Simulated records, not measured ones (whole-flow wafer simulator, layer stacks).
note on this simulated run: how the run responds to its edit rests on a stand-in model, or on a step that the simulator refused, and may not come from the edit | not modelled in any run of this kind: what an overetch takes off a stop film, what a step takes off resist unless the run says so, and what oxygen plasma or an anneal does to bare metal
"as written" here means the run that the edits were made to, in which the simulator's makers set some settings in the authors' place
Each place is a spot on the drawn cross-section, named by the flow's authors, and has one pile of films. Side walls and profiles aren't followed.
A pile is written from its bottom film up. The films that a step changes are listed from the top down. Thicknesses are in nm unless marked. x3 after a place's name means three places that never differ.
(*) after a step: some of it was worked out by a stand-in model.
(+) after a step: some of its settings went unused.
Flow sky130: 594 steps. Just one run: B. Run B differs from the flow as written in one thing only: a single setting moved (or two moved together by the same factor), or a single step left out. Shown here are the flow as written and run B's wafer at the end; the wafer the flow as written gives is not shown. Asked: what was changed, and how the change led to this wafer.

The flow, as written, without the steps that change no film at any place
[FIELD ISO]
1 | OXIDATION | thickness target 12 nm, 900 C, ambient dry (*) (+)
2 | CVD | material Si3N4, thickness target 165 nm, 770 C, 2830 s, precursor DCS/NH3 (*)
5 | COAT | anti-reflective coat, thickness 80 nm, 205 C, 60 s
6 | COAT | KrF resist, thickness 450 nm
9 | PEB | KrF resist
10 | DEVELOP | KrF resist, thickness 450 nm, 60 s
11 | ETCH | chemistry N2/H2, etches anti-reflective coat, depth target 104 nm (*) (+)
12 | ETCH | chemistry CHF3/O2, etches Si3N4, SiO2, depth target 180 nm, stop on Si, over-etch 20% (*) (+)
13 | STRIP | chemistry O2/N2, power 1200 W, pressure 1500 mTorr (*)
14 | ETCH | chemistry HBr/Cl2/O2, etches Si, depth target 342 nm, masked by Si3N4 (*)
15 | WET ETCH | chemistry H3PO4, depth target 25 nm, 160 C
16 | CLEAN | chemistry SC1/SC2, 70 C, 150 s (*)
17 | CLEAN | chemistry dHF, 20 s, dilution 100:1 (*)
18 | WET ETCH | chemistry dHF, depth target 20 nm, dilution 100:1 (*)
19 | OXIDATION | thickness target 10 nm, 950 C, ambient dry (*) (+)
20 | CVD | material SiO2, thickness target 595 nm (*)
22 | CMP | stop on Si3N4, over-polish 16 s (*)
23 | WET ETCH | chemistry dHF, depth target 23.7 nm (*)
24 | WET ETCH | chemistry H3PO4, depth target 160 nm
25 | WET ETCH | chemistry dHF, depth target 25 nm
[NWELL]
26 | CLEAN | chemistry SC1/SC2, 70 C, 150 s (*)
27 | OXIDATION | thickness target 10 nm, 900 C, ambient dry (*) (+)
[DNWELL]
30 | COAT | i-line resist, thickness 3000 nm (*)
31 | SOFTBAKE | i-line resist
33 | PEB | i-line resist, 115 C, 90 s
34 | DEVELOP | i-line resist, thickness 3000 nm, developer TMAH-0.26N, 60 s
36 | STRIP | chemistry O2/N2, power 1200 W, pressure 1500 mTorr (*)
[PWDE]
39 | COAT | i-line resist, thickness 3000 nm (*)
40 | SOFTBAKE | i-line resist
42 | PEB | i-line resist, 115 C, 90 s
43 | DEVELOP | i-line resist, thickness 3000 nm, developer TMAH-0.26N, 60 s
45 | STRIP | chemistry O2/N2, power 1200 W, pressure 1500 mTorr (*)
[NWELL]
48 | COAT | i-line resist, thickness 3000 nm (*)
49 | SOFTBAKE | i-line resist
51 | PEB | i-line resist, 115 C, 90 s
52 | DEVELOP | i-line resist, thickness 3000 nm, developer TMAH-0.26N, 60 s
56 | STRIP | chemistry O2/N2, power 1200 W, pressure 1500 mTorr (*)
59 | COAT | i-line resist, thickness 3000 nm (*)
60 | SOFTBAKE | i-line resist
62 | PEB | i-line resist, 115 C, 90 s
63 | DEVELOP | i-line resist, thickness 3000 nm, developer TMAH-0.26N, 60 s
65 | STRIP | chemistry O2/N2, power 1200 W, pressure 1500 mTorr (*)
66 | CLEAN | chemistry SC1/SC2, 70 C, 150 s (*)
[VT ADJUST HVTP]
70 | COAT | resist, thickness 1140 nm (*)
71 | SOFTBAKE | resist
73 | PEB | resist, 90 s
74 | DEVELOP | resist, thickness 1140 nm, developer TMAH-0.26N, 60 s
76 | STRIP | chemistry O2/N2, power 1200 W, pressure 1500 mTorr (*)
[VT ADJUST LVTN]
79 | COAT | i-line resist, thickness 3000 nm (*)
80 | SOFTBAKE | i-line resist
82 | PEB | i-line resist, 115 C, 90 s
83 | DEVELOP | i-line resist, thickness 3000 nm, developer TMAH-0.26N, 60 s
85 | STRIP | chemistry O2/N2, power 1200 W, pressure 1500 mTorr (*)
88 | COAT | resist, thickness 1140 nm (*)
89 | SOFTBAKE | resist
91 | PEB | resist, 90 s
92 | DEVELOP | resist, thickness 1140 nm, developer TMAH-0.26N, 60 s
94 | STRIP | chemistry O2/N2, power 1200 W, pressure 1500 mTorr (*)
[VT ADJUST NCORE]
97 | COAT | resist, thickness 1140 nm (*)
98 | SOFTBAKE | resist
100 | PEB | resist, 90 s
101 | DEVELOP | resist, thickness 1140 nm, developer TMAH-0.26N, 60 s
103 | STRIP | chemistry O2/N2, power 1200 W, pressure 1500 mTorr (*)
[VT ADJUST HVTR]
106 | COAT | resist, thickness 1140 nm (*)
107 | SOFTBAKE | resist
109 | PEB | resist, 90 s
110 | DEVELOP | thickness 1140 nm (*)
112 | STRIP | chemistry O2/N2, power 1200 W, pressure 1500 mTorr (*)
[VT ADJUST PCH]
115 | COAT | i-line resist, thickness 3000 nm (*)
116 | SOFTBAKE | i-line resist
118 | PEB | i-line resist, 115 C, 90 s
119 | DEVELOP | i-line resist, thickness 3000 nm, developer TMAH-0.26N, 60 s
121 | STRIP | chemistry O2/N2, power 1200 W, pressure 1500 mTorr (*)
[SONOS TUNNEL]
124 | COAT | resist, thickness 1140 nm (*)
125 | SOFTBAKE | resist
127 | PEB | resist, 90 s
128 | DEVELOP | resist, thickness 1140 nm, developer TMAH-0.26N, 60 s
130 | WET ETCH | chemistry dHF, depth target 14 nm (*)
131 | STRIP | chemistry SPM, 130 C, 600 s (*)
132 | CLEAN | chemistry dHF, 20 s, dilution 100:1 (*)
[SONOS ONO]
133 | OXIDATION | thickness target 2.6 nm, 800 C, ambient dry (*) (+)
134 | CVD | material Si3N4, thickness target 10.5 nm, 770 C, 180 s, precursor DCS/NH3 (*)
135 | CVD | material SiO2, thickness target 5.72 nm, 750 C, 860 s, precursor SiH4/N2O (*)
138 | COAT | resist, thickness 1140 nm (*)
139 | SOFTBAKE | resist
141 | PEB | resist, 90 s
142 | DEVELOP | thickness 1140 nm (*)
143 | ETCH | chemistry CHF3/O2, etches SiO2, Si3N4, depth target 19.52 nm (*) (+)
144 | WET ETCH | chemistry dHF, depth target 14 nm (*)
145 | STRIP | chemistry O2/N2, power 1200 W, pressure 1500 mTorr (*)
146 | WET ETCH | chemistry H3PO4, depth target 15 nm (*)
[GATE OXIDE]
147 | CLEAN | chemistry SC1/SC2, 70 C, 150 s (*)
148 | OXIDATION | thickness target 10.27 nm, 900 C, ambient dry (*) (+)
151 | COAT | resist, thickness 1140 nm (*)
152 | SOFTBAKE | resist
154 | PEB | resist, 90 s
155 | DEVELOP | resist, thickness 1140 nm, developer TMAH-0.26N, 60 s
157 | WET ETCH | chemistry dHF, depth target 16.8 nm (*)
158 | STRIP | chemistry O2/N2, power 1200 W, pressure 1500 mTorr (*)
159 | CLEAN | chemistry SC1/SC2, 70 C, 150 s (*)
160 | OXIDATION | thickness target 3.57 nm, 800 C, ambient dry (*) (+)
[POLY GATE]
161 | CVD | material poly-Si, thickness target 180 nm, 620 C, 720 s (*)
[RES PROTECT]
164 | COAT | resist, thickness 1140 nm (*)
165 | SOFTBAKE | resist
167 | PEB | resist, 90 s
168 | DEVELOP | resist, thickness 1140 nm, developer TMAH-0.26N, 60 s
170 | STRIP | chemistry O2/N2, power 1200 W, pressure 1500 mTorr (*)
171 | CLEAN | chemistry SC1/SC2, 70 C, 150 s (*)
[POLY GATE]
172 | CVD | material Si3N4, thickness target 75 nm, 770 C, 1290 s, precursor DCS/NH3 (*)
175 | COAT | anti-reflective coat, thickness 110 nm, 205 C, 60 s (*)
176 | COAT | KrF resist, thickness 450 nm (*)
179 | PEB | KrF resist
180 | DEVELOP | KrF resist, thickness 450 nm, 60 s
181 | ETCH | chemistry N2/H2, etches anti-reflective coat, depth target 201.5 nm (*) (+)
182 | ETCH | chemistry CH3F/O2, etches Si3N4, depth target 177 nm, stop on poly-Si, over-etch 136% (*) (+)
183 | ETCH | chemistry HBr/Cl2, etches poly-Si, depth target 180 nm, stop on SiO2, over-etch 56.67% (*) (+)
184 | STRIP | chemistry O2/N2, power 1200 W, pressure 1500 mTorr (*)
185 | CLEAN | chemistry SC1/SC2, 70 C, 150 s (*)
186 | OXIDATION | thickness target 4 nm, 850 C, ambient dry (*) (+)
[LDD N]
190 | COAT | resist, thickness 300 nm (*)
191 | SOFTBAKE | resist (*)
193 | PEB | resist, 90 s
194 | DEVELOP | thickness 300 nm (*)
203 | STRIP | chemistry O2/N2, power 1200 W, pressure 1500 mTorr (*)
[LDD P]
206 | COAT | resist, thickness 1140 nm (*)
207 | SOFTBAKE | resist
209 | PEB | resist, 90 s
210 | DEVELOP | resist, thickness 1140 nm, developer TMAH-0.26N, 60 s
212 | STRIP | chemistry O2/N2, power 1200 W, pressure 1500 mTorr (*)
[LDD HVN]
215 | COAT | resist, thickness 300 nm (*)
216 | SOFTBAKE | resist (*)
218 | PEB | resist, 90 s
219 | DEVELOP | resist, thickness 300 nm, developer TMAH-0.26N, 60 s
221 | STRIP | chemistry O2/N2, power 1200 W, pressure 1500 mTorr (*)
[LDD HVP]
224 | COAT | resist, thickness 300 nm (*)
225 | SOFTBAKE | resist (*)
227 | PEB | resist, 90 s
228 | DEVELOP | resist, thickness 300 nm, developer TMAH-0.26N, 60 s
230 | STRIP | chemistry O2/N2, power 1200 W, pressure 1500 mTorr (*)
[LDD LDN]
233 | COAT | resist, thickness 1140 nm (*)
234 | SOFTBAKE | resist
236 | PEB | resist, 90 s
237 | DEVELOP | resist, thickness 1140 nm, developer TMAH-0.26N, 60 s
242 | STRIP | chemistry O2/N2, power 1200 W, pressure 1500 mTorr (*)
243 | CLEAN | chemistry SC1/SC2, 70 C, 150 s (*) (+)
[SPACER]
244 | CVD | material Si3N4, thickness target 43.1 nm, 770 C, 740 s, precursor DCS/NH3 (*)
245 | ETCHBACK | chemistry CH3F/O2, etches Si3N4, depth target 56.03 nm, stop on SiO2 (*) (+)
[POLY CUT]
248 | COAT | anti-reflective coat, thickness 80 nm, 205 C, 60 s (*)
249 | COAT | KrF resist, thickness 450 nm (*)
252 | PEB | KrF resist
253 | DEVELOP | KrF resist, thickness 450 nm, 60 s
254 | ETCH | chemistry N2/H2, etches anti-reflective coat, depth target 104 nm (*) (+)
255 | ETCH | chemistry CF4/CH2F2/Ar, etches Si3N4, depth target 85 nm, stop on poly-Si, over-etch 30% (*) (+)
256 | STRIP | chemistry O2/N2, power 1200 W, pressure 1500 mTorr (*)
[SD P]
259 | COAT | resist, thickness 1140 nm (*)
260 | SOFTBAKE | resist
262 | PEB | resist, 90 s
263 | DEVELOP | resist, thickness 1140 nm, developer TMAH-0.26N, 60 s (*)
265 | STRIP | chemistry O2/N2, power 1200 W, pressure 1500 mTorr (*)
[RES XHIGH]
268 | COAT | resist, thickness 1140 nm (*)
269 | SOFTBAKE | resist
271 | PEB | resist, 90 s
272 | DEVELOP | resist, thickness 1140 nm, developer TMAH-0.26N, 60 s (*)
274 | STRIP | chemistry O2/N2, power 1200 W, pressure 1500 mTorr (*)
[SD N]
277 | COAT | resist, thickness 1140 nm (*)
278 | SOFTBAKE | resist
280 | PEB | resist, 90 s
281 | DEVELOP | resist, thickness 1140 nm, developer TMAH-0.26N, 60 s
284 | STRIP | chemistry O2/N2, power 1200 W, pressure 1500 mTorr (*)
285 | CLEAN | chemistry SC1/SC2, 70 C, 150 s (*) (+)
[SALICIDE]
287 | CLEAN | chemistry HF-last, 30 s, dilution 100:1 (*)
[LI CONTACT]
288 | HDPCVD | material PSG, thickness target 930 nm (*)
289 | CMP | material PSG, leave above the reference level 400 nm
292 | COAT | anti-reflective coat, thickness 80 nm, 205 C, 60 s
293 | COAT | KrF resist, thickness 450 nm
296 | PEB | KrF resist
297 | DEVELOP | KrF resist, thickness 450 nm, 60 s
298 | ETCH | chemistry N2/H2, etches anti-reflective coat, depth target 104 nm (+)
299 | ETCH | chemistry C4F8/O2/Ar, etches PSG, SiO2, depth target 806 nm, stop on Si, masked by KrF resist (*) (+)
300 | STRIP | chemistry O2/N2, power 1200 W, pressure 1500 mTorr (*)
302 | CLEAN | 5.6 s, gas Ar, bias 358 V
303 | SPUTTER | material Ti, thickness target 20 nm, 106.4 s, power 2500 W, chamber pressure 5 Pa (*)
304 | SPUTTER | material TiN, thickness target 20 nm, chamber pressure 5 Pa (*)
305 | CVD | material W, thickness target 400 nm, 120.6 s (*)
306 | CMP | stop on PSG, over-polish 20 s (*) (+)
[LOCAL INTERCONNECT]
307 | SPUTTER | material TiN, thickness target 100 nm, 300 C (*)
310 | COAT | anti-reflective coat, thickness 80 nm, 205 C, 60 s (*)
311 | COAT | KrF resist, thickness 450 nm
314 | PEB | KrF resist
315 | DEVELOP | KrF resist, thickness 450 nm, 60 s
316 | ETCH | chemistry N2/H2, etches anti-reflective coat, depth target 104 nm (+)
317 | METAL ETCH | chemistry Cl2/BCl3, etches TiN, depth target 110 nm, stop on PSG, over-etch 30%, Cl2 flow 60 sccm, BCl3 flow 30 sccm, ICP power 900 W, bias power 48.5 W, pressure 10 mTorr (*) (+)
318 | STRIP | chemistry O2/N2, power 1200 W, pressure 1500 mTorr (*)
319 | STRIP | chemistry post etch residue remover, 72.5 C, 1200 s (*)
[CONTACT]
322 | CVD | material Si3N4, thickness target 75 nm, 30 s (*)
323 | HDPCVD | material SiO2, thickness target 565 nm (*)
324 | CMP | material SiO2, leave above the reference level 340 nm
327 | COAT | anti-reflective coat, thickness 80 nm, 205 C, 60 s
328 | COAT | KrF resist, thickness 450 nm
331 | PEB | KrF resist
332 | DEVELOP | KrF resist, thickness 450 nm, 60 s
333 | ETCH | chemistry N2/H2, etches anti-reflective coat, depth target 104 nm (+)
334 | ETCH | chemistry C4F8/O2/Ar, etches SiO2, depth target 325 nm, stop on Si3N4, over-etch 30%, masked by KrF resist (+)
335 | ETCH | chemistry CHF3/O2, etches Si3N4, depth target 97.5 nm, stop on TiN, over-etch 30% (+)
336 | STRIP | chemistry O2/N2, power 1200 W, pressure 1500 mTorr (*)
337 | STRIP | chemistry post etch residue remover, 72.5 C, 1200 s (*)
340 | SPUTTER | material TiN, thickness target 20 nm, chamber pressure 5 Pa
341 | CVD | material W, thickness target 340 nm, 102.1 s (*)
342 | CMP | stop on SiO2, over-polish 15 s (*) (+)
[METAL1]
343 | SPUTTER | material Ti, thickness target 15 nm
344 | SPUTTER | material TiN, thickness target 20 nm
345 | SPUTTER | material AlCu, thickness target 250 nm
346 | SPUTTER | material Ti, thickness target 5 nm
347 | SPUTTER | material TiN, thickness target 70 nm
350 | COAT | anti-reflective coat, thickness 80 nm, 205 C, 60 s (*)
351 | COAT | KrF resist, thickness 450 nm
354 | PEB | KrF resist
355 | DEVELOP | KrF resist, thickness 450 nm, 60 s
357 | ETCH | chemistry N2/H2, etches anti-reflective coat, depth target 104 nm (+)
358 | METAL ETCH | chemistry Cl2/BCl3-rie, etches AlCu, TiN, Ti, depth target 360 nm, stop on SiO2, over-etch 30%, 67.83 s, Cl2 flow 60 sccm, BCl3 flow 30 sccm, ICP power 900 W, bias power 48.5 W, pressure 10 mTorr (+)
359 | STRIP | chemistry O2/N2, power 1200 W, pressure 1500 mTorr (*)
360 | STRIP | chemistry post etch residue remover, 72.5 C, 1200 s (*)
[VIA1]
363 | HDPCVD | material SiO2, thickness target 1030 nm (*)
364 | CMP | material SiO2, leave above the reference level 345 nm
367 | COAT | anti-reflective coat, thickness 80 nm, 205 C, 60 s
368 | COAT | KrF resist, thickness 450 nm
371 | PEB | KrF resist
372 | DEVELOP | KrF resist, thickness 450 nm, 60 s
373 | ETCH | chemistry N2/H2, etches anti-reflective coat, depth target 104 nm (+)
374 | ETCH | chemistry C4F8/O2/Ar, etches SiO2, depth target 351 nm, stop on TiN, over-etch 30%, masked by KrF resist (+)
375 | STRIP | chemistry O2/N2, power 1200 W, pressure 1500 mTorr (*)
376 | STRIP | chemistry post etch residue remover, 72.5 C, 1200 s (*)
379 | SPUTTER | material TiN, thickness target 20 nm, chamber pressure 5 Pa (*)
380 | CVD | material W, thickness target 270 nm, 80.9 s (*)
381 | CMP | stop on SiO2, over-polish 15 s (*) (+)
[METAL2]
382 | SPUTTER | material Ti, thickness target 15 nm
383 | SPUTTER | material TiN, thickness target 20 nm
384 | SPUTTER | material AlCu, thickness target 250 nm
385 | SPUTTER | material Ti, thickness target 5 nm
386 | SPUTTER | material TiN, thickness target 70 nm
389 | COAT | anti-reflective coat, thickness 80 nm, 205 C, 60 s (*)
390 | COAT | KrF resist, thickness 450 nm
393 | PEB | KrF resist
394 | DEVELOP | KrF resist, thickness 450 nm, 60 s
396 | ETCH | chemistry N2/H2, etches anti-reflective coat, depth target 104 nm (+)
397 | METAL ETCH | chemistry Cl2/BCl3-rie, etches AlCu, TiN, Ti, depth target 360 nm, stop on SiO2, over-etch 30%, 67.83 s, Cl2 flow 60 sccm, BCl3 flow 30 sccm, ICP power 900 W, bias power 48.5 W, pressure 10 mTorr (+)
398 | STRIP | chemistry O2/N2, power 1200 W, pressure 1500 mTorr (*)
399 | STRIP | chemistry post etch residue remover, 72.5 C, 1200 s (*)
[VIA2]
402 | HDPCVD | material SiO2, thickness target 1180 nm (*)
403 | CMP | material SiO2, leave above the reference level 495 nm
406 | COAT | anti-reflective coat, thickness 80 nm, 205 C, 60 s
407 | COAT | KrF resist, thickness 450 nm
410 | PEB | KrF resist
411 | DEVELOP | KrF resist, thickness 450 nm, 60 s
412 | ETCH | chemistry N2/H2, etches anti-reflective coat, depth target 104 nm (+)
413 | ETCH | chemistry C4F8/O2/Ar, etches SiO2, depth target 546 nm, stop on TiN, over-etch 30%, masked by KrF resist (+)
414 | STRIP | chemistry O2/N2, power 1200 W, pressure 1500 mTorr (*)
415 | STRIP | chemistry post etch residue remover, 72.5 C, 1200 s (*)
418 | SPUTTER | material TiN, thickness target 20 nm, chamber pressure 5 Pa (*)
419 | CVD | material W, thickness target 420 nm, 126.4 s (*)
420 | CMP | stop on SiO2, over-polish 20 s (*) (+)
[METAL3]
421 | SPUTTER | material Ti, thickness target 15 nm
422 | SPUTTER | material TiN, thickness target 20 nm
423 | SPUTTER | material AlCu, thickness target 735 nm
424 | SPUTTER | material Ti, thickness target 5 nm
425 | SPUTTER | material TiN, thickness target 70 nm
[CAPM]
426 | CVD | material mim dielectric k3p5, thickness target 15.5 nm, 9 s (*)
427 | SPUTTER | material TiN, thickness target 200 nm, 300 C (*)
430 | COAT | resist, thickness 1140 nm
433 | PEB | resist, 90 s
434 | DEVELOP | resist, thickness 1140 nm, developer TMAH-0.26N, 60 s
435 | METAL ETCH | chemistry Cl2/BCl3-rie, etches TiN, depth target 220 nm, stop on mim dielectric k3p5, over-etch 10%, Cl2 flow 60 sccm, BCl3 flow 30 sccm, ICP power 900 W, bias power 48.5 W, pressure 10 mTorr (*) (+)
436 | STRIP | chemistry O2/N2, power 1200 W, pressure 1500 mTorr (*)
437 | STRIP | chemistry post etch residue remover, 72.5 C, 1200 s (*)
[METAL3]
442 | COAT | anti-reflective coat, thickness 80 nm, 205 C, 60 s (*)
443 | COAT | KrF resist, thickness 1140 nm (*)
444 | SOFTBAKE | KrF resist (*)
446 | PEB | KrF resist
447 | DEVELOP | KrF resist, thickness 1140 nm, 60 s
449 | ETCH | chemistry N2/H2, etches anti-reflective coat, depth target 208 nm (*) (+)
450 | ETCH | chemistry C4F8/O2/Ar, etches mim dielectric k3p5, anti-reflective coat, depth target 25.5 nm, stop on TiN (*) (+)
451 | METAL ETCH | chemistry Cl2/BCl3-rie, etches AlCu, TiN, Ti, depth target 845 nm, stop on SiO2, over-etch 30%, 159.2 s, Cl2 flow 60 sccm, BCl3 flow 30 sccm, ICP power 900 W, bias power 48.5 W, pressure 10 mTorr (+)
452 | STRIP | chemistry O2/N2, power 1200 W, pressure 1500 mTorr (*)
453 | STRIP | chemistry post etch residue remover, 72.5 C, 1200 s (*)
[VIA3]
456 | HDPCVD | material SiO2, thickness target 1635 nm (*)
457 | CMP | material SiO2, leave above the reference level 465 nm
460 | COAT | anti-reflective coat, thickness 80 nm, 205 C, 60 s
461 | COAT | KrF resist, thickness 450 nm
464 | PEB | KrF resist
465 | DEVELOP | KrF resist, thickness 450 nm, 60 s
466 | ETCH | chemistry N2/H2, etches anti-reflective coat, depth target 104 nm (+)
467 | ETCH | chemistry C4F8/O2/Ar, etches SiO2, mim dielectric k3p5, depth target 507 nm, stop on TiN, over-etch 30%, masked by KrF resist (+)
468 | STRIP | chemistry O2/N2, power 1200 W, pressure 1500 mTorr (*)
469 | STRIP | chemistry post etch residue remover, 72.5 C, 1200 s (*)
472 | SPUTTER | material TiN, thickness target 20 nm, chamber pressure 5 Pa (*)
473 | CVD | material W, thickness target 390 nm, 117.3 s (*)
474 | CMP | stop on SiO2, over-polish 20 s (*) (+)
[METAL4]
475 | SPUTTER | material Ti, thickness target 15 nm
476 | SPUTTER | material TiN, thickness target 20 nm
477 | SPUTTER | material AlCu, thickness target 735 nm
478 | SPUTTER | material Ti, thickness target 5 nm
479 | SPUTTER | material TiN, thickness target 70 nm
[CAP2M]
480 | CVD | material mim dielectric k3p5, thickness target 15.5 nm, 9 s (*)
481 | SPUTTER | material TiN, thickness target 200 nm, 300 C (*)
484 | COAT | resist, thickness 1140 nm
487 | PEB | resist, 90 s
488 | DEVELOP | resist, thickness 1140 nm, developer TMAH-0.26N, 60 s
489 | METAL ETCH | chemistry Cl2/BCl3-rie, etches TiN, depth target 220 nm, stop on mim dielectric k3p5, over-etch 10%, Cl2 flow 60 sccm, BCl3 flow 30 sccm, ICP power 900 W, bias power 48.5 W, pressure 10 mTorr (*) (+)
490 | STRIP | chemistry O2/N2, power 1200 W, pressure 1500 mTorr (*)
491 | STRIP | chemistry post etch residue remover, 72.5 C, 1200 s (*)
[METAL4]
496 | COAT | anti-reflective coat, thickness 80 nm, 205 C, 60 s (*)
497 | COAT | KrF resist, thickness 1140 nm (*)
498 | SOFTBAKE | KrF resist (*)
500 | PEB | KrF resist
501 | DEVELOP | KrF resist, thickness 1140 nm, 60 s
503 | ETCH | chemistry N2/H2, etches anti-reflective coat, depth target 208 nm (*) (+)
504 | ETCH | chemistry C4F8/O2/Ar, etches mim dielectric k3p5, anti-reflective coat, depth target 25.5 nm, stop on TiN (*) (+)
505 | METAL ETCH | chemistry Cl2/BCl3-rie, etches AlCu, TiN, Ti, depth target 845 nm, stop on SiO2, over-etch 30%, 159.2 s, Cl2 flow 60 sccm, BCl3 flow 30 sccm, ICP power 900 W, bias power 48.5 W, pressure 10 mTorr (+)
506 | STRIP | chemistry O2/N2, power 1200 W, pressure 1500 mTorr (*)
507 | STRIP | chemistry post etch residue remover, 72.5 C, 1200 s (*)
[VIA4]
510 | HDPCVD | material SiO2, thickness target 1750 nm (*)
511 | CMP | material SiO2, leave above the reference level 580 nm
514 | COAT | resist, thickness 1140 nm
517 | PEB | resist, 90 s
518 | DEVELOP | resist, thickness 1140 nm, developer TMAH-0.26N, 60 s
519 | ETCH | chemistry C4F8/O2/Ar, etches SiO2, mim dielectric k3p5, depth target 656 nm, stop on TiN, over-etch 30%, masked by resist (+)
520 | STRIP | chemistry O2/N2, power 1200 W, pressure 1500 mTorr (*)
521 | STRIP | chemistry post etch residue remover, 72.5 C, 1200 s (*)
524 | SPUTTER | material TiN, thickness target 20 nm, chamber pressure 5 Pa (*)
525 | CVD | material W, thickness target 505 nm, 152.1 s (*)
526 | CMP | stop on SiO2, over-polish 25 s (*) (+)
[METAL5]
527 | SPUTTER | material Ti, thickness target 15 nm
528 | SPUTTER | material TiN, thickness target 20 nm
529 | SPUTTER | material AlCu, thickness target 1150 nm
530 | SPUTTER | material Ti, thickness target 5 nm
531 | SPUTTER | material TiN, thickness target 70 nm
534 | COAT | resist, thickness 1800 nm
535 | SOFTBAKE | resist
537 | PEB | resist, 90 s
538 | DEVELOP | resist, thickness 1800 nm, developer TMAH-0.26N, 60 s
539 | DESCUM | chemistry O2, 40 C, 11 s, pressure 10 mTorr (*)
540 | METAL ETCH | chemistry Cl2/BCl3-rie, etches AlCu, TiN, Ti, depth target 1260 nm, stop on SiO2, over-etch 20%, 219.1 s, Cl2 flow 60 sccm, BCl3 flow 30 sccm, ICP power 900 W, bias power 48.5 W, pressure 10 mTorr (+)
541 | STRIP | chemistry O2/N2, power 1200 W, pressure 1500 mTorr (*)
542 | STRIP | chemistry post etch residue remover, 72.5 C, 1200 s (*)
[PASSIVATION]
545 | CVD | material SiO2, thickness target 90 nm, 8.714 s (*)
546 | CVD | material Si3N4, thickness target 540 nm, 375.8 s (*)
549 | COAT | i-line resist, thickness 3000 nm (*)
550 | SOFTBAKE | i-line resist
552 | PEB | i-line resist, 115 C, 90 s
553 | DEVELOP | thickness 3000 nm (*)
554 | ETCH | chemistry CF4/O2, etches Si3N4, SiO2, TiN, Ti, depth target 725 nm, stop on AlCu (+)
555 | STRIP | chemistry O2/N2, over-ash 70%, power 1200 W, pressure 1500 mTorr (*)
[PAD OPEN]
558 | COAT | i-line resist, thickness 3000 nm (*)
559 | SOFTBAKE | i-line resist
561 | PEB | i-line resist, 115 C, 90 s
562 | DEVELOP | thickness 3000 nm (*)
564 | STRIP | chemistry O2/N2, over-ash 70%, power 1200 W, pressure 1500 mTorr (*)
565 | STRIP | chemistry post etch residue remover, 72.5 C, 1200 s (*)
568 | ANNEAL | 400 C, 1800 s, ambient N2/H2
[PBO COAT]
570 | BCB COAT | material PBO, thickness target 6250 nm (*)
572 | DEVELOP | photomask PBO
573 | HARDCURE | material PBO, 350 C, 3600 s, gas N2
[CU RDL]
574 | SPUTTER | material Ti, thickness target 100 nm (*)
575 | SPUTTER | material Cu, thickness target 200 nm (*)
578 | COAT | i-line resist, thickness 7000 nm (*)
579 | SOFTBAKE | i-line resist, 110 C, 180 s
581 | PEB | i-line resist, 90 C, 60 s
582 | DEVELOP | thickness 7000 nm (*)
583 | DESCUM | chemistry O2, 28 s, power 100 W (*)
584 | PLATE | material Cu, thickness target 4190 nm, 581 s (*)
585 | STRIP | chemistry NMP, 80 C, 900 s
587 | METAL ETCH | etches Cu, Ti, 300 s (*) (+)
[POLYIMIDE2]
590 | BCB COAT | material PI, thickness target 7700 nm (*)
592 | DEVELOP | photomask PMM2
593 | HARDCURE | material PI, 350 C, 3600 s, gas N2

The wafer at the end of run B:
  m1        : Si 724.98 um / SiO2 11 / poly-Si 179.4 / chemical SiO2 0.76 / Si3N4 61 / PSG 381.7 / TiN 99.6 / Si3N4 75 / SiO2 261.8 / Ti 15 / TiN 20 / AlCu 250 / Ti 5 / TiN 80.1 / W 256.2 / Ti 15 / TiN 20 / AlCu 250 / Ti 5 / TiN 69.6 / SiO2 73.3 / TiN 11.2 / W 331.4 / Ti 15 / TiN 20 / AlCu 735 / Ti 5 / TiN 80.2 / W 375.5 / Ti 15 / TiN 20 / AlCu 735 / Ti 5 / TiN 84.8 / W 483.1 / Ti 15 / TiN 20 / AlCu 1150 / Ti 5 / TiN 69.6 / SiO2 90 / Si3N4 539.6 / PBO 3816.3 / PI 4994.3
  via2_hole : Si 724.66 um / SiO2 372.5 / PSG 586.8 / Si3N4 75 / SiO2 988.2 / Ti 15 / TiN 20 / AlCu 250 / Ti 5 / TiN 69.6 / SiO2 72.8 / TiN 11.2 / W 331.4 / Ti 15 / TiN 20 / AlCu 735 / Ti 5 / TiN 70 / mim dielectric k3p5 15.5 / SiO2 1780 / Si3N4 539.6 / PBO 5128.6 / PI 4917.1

The reason: step 412, ETCH: depth target 72.8 nm was run, while the flow as written has depth target 104 nm; step 413, ETCH: depth target 382 nm was run, where the flow has depth target 546 nm.

How this came from the change, step by step:
  412 | ETCH | chemistry N2/H2, etches anti-reflective coat, depth target 104 nm (+)
      m1, via2_hole: -72.8 anti-reflective coat (as written it would have been: -80 anti-reflective coat (all of it), -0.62 SiO2)
      field, active, n_well and 186 more: -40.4 KrF resist (as written it would have been: -57.8 KrF resist)
  413 | ETCH | chemistry C4F8/O2/Ar, etches SiO2, depth target 546 nm, stop on TiN, over-etch 30%, masked by KrF resist (+)
      m1: -7.2 anti-reflective coat (all of it), -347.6 SiO2 (as written it would have been: -420.3 SiO2 (all of it))
      via2_hole: -7.2 anti-reflective coat (all of it), -347.6 SiO2 (as written it would have been: -419.8 SiO2 (all of it))
      (as well as at 189 more places)
  414 | STRIP | chemistry O2/N2, power 1200 W, pressure 1500 mTorr (*)
      field, active, n_well and 186 more: -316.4 KrF resist (all of it), -80 anti-reflective coat (all of it) (as written it would have been: -266.2 KrF resist (all of it), -80 anti-reflective coat (all of it))
  418 | SPUTTER | material TiN, thickness target 20 nm, chamber pressure 5 Pa (*)
      m1, via2_hole: +11.2 TiN (new film) (as written it would have been: +10.2 TiN)
  419 | CVD | material W, thickness target 420 nm, 126.4 s (*)
      m1: +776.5 W (new film) (as written it would have been: +851.1 W (new film))
      via2_hole: +776.5 W (new film) (as written it would have been: +850.7 W (new film))
Taking metal films that touch as one body, m1 has 3 bodies (between them, from the top down: SiO2 73.3; SiO2 261.8 / Si3N4 75); the flow as written gives 2 bodies (between them, from the top down: SiO2 261.8 / Si3N4 75).
Taking metal films that touch as one body, via2_hole has 2 bodies (between them, from the top down: SiO2 72.8); the flow as written gives 1 body.
